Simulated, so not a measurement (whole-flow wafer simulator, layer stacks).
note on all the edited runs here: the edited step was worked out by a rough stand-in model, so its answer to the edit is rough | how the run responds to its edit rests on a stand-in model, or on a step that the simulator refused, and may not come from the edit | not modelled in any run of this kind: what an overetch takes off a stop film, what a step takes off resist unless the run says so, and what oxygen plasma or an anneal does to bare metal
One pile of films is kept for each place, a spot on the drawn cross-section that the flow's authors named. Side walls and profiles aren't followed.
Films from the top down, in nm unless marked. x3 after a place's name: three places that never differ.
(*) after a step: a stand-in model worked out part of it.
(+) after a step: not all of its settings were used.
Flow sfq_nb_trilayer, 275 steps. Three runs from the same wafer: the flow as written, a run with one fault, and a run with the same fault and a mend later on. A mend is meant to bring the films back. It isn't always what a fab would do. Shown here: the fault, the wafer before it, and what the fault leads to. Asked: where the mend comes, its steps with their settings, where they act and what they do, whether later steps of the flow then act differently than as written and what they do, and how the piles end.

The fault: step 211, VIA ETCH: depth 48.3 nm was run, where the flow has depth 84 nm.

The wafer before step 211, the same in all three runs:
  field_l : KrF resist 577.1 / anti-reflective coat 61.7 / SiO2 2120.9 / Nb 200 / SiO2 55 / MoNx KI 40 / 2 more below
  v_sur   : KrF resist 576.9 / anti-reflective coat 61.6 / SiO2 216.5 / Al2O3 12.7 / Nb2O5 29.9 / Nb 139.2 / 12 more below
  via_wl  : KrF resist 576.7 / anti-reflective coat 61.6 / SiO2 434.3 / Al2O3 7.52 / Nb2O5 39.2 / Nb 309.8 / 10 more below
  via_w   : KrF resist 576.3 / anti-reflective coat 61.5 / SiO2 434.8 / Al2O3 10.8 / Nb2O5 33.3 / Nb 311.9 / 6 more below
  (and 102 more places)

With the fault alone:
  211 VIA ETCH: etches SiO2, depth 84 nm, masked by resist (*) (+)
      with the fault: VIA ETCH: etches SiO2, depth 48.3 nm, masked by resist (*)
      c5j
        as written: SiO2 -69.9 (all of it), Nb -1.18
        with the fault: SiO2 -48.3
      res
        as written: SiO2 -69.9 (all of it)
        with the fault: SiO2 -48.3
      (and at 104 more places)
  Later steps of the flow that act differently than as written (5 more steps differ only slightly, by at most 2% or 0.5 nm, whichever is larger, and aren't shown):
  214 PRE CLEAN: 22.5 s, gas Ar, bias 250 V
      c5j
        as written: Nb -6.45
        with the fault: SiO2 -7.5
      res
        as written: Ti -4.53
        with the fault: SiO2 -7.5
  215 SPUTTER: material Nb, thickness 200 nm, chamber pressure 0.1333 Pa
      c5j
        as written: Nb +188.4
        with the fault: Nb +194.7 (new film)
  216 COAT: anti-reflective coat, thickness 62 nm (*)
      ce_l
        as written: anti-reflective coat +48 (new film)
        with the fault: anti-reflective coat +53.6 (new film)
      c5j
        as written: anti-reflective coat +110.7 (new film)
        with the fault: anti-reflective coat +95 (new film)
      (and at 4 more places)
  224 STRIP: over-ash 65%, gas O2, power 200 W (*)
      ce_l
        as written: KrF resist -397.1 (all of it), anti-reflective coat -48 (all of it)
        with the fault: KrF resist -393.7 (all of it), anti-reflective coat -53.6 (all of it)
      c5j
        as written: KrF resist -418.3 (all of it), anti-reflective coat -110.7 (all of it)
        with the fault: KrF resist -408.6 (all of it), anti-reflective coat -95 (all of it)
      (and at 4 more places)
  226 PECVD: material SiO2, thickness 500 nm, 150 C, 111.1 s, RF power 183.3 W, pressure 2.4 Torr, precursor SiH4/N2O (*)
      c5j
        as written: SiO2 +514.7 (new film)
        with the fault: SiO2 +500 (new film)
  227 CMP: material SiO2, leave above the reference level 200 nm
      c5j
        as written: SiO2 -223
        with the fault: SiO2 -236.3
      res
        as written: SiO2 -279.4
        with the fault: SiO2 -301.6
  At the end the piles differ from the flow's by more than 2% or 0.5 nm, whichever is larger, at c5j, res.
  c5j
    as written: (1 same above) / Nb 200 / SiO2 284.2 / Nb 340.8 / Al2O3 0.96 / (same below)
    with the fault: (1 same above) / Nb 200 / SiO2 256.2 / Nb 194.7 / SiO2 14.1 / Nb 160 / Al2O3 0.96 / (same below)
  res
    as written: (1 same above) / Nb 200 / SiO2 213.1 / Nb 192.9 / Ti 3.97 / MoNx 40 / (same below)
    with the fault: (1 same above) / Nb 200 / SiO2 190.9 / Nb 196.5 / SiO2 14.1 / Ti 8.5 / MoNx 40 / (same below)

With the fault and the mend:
  The mend comes after step 212.
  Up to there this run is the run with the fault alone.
  212a COAT: anti-reflective coat, thickness 62 nm (*) (the flow's step 204 once more)
      field_r, ln_m5, lsp_m and 64 more
        anti-reflective coat +62 (new film)
      ln_m6, lsp_r, l0_sur, l0v, wl_a_sl, wl_a_m6, wl_a_sr, wl_g_sr
        anti-reflective coat +61.9 (new film)
      v_sur, via_wl
        anti-reflective coat +61.5 (new film)
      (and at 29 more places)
  212b COAT: KrF resist, thickness 650 nm (*) (the flow's step 205 once more)
      l0v, p4_fl x3, p4_w1 x9 and 35 more
        KrF resist +650 (new film)
      wl_b_m5, wl_b_sr, wl_c_sl and 12 more
        KrF resist +649.9 (new film)
      lsp_r, wl_j_sl, wl_j_sr
        KrF resist +650.2 (new film)
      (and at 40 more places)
  212c SOFTBAKE: KrF resist (the flow's step 206 once more)
      changes no film at any place that is followed
  212d EXPOSE: photomask C5, dose 11.94 mJ/cm2, NA 0.6, wavelength 248 nm (*) (the flow's step 207 once more)
      changes no film at any place that is followed
  212e PEB: KrF resist, 90 s (the flow's step 208 once more)
      field_l, sp_r, moat and 79 more
        KrF resist -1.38
      v_sur, via_wl, via_w, via_wr, via_sp, be_sur, jj_sur
        KrF resist -1.37
      via_v, wire, res
        KrF resist -1.36
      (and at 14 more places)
  212f DEVELOP: KrF resist, thickness 650 nm, 60 s (the flow's step 209 once more)
      field_l, v_sur, via_wl and 101 more
        KrF resist -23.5
      c5j
        KrF resist -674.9 (all of it)
      res
        KrF resist -642.9 (all of it)
  212g VIA ETCH: etches anti-reflective coat, depth 125 nm, masked by resist (*) (+) (the flow's step 210 once more)
      field_l, v_sur, via_wl and 101 more
        KrF resist -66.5
      c5j
        anti-reflective coat -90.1 (all of it), SiO2 -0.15
      res
        anti-reflective coat -79.8 (all of it), SiO2 -0.2
  212h VIA ETCH: etches SiO2, depth 35.7 nm, masked by resist (*) (+) (the flow's step 211 once more, with other settings)
      field_l, v_sur, via_wl and 101 more
        KrF resist -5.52
      c5j
        SiO2 -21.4 (all of it), Nb -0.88
      res
        SiO2 -21.4 (all of it)
  212i STRIP: over-ash 65%, gas O2, power 200 W (*) (the flow's step 212 once more)
      p4_fl x3, p4_w1 x9, p4_g1 x2 and 33 more
        KrF resist -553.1 (all of it), anti-reflective coat -62 (all of it)
      wl_b_m5, wl_b_sr, wl_c_sl and 11 more
        KrF resist -553 (all of it), anti-reflective coat -62 (all of it)
      wl_b_sl, wl_g_sl, wl_g_m5
        KrF resist -552.9 (all of it), anti-reflective coat -62 (all of it)
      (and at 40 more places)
  No later step of the flow acts differently than as written, at any place that is followed, by more than 2% or 0.5 nm, whichever is larger.
  At the end the piles differ from the flow's only slightly at the places that both follow, by at most 2% or 0.5 nm, whichever is larger.
